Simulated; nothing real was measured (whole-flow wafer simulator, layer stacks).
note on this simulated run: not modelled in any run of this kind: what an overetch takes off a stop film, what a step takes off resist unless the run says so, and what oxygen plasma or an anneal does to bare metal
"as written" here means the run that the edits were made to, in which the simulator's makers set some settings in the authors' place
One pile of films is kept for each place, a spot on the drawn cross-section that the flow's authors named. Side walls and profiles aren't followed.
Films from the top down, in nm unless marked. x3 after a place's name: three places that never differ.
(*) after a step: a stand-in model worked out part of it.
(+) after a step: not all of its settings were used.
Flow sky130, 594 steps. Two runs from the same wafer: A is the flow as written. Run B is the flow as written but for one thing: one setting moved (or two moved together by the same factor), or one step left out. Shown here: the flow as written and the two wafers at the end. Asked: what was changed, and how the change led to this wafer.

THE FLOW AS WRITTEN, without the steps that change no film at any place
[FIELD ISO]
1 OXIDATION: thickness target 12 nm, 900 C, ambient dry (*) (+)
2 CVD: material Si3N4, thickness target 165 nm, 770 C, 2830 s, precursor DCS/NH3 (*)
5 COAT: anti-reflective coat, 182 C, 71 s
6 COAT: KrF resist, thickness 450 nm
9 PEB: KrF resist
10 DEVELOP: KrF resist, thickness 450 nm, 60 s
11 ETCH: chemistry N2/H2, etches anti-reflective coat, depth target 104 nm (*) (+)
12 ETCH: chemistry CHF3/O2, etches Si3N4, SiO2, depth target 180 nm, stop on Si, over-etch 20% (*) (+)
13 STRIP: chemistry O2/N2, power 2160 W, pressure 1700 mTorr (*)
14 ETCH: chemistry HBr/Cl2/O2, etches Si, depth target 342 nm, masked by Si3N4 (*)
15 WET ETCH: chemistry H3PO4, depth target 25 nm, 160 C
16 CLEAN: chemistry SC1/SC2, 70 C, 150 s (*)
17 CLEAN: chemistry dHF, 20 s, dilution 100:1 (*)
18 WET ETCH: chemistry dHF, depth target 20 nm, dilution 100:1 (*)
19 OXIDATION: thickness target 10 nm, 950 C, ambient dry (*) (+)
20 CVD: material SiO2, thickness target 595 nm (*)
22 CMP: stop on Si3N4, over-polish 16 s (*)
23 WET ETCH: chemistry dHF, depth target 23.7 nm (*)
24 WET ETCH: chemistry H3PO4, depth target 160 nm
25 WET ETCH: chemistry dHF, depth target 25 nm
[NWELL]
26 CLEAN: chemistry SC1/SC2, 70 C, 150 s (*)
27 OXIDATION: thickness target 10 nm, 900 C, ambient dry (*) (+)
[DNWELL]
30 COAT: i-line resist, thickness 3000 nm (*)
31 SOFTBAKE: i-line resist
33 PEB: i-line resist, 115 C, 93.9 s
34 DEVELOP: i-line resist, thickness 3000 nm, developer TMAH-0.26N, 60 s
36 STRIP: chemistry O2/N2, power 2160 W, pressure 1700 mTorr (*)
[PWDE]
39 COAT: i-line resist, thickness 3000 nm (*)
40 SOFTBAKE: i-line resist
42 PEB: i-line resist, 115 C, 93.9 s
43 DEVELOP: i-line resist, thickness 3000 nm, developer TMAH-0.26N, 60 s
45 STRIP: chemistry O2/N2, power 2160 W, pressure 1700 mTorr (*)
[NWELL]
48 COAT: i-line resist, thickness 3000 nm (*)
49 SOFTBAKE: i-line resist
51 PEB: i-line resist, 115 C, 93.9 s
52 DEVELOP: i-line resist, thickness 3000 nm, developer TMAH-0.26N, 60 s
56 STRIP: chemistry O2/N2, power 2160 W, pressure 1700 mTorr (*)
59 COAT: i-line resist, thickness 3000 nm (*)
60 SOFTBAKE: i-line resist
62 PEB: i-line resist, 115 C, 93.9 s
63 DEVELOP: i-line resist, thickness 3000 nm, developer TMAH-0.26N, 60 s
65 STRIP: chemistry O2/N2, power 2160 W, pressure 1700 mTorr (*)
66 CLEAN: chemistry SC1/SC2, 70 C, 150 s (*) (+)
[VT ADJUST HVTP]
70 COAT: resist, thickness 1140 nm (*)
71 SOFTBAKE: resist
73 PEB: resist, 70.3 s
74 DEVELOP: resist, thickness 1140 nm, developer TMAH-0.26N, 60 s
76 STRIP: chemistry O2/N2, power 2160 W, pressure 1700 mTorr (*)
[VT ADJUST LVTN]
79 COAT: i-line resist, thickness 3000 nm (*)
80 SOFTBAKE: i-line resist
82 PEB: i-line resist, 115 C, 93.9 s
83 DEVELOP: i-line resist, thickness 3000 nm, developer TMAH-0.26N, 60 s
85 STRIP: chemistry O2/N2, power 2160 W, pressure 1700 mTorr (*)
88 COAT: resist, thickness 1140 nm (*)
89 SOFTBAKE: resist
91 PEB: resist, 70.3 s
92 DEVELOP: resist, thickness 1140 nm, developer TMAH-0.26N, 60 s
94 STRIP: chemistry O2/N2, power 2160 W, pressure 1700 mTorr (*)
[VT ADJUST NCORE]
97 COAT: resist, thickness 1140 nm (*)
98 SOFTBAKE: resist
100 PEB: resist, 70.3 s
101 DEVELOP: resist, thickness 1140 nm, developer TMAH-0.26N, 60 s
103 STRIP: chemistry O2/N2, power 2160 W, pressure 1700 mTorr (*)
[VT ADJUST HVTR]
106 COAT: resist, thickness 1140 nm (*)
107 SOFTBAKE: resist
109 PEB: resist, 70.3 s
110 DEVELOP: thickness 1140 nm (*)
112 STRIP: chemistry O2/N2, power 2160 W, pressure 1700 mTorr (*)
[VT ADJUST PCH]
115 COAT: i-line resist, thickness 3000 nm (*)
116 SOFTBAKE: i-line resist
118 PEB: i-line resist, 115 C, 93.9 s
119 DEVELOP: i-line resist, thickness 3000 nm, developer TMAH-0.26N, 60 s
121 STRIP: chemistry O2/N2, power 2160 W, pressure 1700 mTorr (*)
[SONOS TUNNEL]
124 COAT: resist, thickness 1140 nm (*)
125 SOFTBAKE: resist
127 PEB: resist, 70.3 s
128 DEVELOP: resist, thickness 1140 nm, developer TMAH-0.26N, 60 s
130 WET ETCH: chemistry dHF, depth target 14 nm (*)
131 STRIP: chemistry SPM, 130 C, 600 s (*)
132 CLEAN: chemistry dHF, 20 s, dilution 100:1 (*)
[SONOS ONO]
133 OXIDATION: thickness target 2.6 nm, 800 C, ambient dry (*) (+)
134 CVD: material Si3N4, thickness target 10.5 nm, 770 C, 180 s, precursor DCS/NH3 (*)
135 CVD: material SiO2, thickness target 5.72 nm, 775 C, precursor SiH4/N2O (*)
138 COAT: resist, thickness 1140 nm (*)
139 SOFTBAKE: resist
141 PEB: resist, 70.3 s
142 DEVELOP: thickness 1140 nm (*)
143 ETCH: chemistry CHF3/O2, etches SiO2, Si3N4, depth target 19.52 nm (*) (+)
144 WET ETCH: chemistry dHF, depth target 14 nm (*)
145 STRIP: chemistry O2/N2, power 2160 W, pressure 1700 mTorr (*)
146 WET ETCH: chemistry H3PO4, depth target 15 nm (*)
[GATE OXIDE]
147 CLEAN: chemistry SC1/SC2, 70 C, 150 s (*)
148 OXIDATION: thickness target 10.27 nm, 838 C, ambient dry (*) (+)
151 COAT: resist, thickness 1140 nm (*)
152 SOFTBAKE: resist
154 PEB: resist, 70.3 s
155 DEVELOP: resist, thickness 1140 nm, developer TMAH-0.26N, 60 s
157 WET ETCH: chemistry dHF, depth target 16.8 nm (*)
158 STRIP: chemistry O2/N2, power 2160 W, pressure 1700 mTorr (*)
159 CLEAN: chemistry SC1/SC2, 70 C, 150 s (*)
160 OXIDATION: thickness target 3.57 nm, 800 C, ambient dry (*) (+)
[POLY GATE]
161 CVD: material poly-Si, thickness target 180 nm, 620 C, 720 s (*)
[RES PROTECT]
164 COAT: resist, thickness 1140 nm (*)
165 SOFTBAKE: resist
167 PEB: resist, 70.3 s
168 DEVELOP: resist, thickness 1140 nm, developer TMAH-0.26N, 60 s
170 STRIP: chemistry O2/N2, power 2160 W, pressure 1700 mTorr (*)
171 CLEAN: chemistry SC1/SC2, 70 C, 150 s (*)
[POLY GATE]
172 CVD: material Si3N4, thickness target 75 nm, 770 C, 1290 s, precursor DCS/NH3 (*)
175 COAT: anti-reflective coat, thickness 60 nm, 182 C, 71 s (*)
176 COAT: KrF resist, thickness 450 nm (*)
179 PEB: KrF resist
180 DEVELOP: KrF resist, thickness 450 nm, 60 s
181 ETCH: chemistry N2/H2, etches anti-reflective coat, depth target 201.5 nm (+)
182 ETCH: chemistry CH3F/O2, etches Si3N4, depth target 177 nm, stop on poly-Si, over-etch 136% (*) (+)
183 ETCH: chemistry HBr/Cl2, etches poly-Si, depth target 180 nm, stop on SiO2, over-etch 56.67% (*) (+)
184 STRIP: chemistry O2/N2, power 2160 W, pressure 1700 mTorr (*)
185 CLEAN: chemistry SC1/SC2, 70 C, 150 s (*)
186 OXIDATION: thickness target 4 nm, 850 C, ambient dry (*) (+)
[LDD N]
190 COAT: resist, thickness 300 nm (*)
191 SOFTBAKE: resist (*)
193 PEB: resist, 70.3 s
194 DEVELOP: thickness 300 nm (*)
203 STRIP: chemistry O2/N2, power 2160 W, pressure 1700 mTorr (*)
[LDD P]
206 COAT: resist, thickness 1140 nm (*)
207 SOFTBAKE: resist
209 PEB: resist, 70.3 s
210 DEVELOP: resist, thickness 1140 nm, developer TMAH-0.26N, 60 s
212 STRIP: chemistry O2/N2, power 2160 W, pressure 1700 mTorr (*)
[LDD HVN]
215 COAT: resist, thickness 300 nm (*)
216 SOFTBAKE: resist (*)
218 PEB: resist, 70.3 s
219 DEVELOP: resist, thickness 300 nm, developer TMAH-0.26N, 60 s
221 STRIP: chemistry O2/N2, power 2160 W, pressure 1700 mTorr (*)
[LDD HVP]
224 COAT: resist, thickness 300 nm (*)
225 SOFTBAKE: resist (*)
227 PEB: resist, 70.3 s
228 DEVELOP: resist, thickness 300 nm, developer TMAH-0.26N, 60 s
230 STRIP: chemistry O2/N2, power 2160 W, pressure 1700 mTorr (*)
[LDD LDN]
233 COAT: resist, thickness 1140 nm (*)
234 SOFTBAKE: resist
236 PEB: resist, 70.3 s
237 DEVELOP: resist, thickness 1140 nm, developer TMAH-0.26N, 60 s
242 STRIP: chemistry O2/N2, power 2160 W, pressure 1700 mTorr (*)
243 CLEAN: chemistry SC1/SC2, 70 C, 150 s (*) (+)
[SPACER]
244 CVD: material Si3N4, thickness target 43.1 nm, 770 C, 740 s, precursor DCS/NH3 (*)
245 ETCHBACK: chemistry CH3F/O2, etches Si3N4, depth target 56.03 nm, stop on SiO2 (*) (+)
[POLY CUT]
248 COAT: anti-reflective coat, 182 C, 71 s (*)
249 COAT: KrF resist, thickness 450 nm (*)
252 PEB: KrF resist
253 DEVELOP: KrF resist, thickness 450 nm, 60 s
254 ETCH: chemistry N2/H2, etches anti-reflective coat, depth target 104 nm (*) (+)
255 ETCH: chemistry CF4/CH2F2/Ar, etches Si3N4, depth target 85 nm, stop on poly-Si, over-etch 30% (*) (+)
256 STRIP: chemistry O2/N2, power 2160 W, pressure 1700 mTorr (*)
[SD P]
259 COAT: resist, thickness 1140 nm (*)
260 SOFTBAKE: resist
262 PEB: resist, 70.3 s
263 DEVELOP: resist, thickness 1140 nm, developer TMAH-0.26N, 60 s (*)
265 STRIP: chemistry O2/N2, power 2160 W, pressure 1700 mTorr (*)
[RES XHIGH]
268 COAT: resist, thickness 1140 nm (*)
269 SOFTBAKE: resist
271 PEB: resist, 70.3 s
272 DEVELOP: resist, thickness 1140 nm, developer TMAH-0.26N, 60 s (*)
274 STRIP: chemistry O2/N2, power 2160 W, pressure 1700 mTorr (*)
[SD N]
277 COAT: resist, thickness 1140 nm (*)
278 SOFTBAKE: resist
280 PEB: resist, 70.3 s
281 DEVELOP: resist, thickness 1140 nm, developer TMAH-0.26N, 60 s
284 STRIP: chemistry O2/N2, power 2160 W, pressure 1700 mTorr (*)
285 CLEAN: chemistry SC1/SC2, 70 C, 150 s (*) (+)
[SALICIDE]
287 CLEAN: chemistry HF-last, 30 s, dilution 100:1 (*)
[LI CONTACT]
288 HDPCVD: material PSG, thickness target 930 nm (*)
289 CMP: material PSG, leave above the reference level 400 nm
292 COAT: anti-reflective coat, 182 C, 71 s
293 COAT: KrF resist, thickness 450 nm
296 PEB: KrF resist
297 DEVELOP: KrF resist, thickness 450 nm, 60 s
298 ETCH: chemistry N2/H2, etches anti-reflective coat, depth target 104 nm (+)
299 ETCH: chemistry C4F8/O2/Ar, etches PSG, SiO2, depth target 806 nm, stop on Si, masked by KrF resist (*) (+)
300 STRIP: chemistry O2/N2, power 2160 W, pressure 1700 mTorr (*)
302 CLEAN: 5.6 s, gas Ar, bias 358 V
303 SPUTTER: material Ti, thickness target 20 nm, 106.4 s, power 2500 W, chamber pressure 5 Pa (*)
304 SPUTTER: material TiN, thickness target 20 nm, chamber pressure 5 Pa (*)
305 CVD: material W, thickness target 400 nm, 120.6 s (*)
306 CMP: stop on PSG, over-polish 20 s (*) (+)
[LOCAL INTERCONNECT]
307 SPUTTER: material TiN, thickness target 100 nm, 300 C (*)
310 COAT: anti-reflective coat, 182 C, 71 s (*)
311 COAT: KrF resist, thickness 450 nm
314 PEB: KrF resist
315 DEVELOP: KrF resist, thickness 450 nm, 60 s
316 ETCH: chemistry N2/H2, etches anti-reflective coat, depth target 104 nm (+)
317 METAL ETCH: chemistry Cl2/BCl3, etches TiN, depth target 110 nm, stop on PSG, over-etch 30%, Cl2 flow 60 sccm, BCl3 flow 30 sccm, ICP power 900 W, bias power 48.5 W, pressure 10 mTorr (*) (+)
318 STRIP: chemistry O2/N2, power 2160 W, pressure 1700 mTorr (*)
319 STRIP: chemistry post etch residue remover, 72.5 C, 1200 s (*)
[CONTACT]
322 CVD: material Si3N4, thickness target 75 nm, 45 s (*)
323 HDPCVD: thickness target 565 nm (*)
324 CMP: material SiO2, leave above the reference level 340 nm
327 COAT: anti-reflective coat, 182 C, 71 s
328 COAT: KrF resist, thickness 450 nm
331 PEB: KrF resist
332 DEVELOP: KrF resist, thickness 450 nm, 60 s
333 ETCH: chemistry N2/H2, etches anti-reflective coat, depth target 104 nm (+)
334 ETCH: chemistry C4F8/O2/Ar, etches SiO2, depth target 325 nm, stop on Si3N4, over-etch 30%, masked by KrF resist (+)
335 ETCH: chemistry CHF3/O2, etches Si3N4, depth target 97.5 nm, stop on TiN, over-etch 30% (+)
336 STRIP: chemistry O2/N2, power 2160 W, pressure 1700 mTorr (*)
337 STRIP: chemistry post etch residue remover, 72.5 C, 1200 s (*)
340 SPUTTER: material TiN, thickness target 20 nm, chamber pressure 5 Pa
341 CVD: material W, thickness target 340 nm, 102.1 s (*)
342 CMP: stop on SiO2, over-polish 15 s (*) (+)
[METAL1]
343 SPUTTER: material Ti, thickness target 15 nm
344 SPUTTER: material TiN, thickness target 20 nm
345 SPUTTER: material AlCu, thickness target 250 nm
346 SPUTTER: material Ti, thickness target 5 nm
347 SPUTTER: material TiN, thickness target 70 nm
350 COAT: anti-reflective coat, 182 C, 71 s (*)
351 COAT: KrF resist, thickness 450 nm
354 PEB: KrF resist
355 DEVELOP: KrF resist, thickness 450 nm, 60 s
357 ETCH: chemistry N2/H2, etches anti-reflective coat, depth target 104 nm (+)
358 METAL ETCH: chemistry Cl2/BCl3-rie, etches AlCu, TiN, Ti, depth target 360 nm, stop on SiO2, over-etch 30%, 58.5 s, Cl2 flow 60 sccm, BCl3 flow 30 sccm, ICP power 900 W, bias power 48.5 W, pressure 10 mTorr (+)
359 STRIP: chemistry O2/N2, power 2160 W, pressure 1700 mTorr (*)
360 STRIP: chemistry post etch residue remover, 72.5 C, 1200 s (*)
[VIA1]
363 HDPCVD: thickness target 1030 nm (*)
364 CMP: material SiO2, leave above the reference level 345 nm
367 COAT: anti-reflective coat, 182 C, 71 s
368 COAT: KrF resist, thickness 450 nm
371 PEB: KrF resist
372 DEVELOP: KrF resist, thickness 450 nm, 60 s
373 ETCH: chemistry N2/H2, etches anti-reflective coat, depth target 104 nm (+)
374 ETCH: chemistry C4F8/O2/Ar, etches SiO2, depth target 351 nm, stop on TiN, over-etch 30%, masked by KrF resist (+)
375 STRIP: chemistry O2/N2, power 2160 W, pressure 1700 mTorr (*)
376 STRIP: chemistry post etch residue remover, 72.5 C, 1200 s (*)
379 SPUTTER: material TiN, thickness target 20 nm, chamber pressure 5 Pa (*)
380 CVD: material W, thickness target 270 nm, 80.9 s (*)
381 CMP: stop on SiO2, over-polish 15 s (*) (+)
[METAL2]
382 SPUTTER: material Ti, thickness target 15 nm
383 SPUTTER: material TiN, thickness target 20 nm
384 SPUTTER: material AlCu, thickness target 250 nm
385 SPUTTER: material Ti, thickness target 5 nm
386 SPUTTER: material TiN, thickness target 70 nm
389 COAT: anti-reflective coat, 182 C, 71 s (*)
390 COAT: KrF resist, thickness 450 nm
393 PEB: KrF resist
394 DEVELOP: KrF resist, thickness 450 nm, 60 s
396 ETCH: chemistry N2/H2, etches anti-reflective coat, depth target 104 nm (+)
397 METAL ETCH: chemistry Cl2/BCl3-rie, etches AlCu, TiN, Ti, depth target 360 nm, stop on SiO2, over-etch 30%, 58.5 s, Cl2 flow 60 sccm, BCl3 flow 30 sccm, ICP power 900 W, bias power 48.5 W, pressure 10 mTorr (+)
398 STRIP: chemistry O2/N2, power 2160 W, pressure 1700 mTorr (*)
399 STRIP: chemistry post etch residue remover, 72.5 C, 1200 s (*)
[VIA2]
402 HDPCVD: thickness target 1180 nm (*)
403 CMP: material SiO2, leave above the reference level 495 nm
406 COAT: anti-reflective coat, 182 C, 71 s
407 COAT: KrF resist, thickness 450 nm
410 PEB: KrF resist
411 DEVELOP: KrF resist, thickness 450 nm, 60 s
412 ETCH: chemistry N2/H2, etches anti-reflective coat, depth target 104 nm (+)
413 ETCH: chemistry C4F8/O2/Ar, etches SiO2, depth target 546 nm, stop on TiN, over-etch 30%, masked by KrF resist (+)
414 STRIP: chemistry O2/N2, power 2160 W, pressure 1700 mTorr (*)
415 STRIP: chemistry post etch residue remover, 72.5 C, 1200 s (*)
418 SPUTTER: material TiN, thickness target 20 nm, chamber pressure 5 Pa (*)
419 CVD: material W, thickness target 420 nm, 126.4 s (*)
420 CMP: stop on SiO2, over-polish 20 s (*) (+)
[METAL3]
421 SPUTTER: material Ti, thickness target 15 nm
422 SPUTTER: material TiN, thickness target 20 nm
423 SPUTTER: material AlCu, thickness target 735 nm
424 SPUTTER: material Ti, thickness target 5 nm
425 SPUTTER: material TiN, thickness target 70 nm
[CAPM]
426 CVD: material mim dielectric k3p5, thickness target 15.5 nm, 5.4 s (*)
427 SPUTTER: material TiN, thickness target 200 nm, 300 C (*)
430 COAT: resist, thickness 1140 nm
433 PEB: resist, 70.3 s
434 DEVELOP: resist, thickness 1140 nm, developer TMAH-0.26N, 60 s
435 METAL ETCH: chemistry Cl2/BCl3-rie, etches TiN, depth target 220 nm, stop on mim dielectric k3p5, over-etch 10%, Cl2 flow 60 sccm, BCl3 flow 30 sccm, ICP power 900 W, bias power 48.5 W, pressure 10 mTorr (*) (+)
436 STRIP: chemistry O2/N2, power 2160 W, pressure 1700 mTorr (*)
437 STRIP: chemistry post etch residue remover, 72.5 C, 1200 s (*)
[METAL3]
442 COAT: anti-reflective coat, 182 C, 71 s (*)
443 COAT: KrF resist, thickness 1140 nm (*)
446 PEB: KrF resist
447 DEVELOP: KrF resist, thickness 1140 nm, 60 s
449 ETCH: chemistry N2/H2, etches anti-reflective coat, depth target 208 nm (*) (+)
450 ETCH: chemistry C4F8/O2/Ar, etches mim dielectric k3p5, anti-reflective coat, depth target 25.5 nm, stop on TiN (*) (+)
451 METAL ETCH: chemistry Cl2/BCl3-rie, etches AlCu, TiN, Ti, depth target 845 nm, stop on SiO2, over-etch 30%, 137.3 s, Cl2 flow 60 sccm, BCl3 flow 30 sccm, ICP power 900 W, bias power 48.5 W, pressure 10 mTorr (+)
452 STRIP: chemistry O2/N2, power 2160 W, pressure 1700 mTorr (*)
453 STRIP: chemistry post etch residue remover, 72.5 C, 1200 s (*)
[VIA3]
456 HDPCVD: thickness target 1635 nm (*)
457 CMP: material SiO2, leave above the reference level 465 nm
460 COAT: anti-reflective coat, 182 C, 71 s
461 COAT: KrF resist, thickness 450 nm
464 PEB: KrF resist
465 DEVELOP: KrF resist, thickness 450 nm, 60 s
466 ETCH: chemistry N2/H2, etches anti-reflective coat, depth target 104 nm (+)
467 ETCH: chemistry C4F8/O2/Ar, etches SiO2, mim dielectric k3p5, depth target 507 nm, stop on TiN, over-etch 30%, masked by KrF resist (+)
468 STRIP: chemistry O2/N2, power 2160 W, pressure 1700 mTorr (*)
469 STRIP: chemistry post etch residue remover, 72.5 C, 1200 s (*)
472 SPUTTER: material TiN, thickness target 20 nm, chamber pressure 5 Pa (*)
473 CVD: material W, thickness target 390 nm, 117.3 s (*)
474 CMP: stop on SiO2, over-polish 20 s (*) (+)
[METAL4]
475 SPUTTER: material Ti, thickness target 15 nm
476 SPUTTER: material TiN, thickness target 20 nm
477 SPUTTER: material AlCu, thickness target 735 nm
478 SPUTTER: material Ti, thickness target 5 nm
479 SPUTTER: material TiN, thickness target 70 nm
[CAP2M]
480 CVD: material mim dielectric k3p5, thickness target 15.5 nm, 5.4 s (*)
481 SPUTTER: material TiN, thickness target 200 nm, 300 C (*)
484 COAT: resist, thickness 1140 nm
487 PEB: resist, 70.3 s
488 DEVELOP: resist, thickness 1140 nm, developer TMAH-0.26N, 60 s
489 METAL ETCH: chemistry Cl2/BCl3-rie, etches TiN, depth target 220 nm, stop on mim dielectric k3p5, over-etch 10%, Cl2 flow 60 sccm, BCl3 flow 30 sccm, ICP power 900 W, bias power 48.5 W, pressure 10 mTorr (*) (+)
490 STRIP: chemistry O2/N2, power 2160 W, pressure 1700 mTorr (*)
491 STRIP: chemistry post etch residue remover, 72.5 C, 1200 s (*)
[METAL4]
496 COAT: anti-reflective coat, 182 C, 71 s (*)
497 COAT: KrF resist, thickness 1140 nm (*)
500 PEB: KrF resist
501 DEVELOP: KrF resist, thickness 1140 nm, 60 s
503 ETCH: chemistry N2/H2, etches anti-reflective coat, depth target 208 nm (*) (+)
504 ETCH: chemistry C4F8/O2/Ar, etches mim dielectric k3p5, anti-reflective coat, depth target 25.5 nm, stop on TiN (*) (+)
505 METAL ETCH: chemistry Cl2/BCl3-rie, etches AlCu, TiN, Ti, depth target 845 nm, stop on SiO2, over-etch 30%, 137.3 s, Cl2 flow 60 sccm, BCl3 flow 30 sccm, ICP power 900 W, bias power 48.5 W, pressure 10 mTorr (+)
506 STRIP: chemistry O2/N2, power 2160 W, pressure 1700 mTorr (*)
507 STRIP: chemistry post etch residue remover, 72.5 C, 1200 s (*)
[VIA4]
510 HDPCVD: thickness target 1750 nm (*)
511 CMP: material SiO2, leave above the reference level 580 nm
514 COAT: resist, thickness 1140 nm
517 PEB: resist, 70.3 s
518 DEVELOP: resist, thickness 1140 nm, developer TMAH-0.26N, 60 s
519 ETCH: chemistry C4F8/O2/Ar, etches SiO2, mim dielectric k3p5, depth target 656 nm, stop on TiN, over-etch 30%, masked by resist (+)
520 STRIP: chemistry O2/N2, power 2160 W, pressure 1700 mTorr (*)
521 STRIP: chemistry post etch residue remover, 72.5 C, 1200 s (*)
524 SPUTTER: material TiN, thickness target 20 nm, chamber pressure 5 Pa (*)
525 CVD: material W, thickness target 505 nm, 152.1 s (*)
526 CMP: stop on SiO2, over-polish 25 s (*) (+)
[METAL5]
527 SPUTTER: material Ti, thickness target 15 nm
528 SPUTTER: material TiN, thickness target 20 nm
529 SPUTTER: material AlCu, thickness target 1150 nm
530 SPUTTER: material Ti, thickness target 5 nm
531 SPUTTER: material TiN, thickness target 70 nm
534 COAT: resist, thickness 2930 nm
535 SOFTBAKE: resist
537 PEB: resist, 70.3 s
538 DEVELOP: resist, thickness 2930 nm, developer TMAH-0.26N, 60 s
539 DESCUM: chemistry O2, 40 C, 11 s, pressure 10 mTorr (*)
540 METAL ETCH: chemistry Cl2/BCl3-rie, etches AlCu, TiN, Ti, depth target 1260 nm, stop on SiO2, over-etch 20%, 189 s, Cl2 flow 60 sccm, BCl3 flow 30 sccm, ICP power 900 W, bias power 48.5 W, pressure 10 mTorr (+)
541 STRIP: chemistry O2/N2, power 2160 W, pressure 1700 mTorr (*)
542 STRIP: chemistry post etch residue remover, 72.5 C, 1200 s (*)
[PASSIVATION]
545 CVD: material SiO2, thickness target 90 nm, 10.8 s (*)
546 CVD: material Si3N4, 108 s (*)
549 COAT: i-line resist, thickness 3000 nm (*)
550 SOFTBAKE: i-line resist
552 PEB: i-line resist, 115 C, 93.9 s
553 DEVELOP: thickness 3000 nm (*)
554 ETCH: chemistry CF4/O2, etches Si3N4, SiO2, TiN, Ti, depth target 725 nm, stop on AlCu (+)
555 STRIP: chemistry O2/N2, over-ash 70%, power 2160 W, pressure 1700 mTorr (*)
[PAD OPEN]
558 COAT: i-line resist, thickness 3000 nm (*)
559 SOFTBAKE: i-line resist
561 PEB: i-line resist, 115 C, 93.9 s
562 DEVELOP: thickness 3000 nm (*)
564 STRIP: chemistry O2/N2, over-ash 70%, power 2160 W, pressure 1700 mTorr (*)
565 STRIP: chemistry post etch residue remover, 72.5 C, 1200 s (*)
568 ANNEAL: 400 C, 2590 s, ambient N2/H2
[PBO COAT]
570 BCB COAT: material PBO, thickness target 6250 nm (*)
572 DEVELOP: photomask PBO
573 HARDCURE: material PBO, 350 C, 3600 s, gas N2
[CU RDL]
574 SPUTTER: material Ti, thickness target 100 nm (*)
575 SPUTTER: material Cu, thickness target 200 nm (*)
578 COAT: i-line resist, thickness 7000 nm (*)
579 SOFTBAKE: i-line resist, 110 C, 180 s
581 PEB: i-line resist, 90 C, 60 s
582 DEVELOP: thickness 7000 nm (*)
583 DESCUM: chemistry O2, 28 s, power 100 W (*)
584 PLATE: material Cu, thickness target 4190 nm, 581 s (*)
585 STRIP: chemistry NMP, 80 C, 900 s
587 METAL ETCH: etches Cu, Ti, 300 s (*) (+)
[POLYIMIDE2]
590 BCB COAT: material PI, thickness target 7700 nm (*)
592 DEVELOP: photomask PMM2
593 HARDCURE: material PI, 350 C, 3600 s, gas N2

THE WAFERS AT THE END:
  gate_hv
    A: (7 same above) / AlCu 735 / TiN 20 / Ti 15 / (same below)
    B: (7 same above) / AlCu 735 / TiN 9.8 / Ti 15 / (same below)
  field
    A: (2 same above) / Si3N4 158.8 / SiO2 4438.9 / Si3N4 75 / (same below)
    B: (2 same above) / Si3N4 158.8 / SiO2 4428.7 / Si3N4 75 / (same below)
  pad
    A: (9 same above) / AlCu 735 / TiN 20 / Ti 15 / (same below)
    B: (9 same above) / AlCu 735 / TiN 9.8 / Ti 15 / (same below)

The cause: step 476, SPUTTER: thickness target 9.8 nm was run, where the flow has thickness target 20 nm.
It can be read off the wafer: gate_hv has TiN 9.8, and step 476 as written asks for 20 nm.

How the change led to this, step by step:
  476 SPUTTER: material TiN, thickness target 20 nm
      field, active, n_well and 189 more: A TiN +20 (new film) | B TiN +9.8 (new film)
  505 METAL ETCH: chemistry Cl2/BCl3-rie, etches AlCu, TiN, Ti, depth target 845 nm, stop on SiO2, over-etch 30%, 137.3 s, Cl2 flow 60 sccm, BCl3 flow 30 sccm, ICP power 900 W, bias power 48.5 W, pressure 10 mTorr (+)
      field, gate, spacer and 68 more: A TiN -70 (all of it), Ti -5 (all of it), AlCu -735 (all of it), TiN -20 (all of it), Ti -15 (all of it), SiO2 -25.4 | B TiN -70 (all of it), Ti -5 (all of it), AlCu -735 (all of it), TiN -9.8 (all of it), Ti -15 (all of it), SiO2 -26.4
      active, vpp_iso1, mim_edge_plate and 14 more: A TiN -70 (all of it), Ti -5 (all of it), AlCu -735 (all of it), TiN -20 (all of it), Ti -15 (all of it), SiO2 -25.3 | B TiN -70 (all of it), Ti -5 (all of it), AlCu -735 (all of it), TiN -9.8 (all of it), Ti -15 (all of it), SiO2 -26.4
  511 CMP: material SiO2, leave above the reference level 580 nm
      field, active, gate and 77 more: A SiO2 -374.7 | B SiO2 -383.8
      iso_guard__w1, mim_edge_gap, vpp_l1ln, vpp_m3ln, rpm_encl, via2_enc, rpm_encl_psd, iso_guard_nsd_tip: A SiO2 -374.6 | B SiO2 -383.8
